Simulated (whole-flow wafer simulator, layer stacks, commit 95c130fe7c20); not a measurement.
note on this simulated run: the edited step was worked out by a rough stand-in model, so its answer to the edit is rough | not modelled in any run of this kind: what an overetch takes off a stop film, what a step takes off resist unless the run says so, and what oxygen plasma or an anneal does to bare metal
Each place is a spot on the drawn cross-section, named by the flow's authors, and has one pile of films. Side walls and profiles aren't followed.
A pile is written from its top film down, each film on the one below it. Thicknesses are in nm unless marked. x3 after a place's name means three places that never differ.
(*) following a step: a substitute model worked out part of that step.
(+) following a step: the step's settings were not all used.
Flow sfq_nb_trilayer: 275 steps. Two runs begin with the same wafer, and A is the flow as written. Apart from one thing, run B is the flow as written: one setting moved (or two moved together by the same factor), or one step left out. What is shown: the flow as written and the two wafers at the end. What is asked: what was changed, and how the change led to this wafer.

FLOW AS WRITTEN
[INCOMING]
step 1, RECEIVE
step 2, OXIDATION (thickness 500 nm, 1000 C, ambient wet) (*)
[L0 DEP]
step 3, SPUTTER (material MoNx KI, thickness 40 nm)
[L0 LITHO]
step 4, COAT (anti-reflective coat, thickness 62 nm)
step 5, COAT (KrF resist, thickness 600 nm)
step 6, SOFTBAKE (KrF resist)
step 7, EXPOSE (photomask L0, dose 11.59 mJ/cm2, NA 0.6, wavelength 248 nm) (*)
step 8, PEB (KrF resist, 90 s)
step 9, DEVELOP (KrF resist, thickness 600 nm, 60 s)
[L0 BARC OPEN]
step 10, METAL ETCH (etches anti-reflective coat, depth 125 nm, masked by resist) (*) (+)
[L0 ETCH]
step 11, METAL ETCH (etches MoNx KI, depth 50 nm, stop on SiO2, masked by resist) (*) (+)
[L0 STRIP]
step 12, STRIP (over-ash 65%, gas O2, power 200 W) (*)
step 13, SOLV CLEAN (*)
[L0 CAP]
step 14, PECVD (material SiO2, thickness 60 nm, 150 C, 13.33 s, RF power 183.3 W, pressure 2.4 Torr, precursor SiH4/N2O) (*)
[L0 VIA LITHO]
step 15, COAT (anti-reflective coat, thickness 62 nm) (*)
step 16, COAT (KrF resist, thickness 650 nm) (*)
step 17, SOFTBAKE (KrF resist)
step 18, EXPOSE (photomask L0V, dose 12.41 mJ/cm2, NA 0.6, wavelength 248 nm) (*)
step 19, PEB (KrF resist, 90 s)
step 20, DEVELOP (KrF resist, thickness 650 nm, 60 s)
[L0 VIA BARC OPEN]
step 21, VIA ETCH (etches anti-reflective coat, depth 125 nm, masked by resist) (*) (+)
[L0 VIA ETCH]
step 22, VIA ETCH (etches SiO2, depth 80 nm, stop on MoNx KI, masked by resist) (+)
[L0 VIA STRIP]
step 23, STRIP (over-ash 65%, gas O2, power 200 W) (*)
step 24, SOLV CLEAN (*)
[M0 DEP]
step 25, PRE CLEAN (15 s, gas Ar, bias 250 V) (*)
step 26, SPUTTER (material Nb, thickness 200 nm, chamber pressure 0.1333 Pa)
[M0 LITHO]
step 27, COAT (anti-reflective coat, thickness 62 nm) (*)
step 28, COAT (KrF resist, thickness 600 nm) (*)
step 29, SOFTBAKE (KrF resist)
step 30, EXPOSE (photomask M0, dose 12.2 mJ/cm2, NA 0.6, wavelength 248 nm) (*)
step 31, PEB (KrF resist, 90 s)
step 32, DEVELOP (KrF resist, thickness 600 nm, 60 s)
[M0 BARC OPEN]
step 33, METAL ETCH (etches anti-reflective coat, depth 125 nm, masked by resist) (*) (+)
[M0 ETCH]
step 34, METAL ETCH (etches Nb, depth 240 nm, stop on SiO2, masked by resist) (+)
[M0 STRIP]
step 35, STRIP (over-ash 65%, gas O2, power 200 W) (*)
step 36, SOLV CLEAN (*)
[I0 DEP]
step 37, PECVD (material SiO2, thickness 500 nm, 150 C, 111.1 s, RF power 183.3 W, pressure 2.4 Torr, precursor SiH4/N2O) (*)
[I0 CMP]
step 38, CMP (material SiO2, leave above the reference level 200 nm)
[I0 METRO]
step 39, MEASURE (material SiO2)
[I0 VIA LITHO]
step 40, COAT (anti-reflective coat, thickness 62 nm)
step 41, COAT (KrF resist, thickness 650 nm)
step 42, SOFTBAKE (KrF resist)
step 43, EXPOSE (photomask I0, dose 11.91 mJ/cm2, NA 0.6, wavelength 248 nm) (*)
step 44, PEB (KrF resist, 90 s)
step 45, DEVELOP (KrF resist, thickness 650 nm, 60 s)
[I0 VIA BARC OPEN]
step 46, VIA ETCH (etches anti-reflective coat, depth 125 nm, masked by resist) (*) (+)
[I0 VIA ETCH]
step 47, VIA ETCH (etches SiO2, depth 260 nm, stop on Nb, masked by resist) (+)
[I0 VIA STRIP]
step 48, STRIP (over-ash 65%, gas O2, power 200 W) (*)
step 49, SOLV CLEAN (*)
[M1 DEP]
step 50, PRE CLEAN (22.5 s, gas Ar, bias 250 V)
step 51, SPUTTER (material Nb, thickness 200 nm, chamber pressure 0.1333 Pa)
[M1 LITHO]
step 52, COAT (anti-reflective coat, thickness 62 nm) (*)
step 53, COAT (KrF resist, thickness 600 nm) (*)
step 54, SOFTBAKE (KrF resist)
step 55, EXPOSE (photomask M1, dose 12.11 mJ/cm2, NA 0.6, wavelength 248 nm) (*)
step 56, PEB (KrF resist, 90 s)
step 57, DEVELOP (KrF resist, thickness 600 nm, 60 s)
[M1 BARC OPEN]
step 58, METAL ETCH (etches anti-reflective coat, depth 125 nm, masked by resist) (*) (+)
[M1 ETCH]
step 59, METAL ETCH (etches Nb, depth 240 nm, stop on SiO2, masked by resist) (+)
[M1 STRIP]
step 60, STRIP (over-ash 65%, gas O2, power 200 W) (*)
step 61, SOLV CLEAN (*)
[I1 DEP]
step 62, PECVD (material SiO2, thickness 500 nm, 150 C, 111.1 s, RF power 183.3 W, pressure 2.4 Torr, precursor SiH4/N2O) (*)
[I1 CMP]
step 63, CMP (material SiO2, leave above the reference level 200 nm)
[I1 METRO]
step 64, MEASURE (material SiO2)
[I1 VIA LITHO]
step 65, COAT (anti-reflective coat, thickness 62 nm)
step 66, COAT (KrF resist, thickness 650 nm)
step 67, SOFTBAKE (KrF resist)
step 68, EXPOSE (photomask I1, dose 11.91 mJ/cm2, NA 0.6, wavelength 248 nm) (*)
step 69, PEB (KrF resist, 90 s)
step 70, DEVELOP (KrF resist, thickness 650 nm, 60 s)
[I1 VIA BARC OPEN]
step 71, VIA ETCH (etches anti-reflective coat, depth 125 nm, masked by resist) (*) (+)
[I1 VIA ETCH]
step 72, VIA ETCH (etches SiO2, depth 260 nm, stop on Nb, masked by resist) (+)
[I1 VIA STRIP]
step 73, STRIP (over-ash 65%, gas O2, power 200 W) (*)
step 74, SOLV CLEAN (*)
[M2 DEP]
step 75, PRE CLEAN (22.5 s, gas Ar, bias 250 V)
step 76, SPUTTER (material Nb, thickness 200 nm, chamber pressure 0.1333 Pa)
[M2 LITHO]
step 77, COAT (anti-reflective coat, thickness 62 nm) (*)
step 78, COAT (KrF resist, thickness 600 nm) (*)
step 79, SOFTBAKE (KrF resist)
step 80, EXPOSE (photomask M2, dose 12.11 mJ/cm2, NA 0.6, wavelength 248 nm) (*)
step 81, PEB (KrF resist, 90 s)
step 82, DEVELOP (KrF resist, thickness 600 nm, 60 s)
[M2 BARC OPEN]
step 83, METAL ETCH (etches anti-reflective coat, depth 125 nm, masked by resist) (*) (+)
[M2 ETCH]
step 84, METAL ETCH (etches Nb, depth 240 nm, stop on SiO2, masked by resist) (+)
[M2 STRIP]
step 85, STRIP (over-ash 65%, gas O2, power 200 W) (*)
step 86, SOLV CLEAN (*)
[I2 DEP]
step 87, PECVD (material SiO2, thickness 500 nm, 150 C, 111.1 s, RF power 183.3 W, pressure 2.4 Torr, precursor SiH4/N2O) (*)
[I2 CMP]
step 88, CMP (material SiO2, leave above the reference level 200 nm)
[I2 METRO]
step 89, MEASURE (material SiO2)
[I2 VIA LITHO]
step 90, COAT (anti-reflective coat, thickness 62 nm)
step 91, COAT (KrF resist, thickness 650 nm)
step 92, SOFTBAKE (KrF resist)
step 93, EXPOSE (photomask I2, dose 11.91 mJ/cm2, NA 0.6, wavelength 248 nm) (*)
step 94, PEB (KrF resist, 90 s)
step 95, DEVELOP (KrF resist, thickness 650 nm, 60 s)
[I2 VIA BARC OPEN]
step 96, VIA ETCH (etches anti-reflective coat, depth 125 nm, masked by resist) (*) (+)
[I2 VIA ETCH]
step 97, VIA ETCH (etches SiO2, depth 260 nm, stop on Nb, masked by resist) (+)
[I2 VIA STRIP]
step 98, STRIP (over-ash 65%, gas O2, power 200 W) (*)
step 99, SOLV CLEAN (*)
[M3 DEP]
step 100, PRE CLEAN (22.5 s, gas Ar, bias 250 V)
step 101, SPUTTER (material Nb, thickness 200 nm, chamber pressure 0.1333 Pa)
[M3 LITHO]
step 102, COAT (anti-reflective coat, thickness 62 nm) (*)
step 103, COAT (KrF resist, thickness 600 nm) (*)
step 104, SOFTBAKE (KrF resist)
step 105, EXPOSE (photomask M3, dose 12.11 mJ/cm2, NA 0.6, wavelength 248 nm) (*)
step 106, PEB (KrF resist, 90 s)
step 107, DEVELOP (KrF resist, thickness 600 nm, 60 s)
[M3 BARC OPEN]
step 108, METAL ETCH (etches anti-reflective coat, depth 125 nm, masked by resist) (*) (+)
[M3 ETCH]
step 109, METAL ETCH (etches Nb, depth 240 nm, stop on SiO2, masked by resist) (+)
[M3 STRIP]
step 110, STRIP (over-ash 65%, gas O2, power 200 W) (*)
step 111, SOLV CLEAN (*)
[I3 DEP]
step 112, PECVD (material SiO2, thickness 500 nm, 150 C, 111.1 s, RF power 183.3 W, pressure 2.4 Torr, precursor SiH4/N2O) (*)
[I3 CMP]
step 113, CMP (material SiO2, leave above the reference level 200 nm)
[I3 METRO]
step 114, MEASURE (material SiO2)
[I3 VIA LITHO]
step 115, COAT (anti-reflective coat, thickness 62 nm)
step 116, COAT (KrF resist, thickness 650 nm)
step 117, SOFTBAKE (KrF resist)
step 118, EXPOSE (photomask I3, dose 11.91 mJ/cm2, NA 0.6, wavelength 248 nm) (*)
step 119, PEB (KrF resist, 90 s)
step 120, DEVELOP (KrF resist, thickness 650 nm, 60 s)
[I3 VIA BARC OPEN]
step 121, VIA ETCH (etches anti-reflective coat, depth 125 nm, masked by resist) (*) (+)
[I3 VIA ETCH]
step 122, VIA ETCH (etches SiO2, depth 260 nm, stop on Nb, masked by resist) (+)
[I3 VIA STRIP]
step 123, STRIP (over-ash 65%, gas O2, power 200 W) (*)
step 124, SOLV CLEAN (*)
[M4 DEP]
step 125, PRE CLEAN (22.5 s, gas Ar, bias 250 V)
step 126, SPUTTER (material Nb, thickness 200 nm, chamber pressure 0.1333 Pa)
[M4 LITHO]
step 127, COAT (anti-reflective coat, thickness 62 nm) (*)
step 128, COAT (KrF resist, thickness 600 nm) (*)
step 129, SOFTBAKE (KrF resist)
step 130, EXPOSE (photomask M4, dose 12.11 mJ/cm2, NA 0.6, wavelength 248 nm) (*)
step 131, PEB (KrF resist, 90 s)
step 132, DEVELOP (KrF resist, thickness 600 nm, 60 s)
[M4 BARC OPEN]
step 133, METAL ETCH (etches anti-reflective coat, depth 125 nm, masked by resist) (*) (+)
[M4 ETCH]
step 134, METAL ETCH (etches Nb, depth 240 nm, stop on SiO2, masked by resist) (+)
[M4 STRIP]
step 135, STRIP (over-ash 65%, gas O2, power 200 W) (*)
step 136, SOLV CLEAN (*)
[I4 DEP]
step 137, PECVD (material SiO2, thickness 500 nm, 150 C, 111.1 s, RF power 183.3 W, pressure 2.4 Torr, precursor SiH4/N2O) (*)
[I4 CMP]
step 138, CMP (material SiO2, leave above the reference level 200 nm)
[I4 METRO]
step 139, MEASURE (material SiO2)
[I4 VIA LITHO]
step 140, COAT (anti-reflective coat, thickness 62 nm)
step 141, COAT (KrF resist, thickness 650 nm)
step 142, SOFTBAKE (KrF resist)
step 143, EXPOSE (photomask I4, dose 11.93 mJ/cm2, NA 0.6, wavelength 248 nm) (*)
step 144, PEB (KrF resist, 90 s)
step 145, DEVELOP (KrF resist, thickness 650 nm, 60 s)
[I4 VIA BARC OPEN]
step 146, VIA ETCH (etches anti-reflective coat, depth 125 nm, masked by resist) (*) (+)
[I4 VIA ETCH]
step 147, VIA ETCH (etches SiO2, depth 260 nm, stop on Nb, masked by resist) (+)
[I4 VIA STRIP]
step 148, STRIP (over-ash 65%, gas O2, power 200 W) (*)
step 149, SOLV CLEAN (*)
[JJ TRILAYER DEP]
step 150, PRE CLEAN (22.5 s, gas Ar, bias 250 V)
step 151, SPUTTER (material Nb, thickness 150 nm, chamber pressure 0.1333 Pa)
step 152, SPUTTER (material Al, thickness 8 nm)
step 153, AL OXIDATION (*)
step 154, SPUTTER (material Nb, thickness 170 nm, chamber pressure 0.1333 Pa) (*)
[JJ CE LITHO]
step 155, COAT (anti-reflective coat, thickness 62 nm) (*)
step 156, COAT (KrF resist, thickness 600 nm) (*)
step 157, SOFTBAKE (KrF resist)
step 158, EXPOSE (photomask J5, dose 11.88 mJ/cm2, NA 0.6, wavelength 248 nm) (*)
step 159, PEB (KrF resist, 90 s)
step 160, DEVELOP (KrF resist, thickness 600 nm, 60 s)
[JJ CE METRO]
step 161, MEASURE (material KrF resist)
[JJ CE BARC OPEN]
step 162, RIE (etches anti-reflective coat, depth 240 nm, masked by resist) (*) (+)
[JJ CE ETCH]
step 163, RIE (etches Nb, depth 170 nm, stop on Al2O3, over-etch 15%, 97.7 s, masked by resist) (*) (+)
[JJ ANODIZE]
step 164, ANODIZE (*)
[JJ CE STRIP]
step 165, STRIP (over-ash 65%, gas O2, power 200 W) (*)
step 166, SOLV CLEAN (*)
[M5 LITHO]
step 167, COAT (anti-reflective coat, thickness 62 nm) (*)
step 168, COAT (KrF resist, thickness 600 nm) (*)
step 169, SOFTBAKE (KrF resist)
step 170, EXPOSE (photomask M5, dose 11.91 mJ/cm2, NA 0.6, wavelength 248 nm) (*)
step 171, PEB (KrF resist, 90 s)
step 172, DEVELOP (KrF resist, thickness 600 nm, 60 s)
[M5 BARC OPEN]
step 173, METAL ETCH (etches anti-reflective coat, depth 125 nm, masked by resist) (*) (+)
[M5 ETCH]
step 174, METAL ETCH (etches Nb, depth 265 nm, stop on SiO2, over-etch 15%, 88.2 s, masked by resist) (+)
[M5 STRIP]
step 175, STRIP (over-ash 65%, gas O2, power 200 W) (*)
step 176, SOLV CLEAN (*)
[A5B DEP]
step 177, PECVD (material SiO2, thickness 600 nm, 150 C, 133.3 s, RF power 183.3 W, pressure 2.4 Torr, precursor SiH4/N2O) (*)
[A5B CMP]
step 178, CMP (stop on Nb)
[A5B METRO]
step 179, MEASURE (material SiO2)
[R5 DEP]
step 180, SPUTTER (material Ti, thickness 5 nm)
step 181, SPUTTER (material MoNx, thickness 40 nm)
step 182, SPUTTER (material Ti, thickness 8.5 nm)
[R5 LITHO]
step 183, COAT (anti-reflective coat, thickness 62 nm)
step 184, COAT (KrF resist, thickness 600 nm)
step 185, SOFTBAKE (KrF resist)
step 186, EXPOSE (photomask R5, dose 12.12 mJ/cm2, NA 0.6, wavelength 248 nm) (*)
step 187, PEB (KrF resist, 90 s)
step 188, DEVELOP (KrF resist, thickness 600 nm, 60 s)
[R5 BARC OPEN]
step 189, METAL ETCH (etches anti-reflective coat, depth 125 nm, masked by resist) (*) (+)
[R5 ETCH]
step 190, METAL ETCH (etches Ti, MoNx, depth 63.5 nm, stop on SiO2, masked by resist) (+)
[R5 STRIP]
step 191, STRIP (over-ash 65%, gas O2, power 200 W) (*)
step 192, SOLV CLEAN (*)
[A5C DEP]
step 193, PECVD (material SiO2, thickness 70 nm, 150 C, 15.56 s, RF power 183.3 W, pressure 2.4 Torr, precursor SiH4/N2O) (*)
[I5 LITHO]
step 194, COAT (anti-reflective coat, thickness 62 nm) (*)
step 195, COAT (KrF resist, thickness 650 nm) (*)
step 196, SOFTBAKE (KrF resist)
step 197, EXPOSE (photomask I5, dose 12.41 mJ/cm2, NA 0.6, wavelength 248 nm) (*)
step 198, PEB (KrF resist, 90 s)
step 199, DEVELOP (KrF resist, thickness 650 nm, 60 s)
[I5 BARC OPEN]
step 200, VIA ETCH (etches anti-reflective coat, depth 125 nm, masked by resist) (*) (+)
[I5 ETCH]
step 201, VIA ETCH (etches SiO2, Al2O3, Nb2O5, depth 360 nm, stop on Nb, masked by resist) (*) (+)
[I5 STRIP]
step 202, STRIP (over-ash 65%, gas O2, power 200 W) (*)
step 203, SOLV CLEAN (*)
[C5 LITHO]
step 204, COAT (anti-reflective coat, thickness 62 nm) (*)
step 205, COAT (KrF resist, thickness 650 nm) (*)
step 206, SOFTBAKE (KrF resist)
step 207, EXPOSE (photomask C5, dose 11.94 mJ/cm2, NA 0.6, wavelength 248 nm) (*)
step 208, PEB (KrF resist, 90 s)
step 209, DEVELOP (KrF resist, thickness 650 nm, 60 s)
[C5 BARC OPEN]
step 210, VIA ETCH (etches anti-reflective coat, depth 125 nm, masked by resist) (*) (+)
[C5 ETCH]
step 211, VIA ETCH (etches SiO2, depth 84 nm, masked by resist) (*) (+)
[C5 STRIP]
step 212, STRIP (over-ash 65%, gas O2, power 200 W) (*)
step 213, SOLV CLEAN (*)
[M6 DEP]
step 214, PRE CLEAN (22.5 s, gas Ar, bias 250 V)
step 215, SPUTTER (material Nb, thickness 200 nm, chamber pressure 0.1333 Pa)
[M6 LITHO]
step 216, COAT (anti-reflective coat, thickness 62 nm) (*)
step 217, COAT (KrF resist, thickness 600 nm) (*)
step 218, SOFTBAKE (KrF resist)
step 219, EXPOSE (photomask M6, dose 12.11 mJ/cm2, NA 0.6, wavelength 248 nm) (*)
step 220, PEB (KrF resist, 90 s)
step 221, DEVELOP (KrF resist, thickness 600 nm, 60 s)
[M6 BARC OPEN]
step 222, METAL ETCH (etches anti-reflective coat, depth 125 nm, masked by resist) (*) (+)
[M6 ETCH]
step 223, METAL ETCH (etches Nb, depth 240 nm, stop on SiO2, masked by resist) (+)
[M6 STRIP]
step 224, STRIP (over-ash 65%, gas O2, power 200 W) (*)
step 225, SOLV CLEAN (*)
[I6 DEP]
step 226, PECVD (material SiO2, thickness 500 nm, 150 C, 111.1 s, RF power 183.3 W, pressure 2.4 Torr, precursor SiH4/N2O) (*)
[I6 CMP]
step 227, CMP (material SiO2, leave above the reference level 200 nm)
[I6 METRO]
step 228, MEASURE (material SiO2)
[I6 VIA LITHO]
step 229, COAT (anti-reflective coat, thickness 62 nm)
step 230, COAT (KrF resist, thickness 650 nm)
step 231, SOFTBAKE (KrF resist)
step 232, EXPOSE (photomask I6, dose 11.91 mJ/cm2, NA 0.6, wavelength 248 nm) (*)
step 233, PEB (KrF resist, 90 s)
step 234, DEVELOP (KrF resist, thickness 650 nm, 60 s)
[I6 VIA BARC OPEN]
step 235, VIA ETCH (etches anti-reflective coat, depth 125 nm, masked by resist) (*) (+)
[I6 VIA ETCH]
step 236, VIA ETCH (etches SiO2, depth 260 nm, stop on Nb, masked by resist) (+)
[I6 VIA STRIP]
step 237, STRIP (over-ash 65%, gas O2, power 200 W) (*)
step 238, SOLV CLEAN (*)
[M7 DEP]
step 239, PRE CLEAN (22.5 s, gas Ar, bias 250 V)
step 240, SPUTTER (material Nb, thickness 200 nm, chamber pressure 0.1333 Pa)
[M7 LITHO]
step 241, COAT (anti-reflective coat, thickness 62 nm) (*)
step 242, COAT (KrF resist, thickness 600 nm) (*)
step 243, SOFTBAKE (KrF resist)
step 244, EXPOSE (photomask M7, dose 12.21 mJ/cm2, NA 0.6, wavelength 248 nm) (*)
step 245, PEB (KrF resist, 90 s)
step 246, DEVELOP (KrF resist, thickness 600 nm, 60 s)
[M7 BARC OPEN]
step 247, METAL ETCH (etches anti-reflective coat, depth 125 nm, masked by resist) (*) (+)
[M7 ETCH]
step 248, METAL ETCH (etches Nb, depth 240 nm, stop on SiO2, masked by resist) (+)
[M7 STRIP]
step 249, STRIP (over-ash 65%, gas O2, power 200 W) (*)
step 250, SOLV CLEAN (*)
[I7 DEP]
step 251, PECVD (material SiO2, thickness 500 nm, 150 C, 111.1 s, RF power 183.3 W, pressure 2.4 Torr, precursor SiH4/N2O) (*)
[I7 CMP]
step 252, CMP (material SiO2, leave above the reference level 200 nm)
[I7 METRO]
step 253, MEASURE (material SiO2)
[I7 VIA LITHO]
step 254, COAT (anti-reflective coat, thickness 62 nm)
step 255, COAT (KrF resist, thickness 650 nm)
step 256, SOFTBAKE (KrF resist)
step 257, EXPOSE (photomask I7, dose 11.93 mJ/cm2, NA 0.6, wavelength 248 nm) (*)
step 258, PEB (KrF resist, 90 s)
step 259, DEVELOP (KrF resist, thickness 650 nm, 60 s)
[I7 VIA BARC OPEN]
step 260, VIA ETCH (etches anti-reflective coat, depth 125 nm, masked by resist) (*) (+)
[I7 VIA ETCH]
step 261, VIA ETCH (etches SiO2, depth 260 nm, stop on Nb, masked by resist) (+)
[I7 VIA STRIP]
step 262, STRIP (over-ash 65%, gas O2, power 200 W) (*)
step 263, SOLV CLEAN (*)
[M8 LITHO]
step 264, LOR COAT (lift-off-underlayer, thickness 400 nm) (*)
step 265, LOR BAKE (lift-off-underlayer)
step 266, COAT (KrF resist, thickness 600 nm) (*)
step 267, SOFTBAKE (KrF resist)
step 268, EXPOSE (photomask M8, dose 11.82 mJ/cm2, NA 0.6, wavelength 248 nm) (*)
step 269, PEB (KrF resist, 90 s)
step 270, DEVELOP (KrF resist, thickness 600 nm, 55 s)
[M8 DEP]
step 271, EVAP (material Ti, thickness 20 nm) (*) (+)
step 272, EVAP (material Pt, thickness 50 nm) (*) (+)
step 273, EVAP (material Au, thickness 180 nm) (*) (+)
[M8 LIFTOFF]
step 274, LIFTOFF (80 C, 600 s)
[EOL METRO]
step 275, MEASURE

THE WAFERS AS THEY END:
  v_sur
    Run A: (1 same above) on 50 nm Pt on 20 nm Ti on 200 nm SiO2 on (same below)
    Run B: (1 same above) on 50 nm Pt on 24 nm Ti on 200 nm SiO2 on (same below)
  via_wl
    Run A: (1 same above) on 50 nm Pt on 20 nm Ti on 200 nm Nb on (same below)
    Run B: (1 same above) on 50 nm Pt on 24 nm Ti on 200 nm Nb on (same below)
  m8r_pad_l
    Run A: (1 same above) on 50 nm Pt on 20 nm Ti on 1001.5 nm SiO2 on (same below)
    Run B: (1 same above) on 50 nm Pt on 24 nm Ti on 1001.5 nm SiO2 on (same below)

Cause: step 271, EVAP: thickness 24 nm was run, though the flow has thickness 20 nm.
One can read it off the wafer: v_sur has Ti 24, and step 271 as written asks for 20 nm.

How this came from the change, step by step:
  step 271, EVAP (material Ti, thickness 20 nm) (*) (+)
      field_l, v_sur, via_wl and 103 more: A Ti gains 20 (new film) | B Ti gains 24 (new film)
  step 274, LIFTOFF (80 C, 600 s)
      p4_fl, p4_fm, p4_w1 and 71 more: A Au loses 180 (all of it), Pt loses 50 (all of it), Ti loses 20 (all of it), KrF resist loses 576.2 (all of it), lift-off-underlayer loses 400 (all of it) | B Au loses 180 (all of it), Pt loses 50 (all of it), Ti loses 24 (all of it), KrF resist loses 576.2 (all of it), lift-off-underlayer loses 400 (all of it)
      c5j, ce_r: A Au loses 180 (all of it), Pt loses 50 (all of it), Ti loses 20 (all of it), KrF resist loses 573.3 (all of it), lift-off-underlayer loses 399.3 (all of it) | B Au loses 180 (all of it), Pt loses 50 (all of it), Ti loses 24 (all of it), KrF resist loses 573.3 (all of it), lift-off-underlayer loses 399.3 (all of it)
      (as well as at 19 more places)
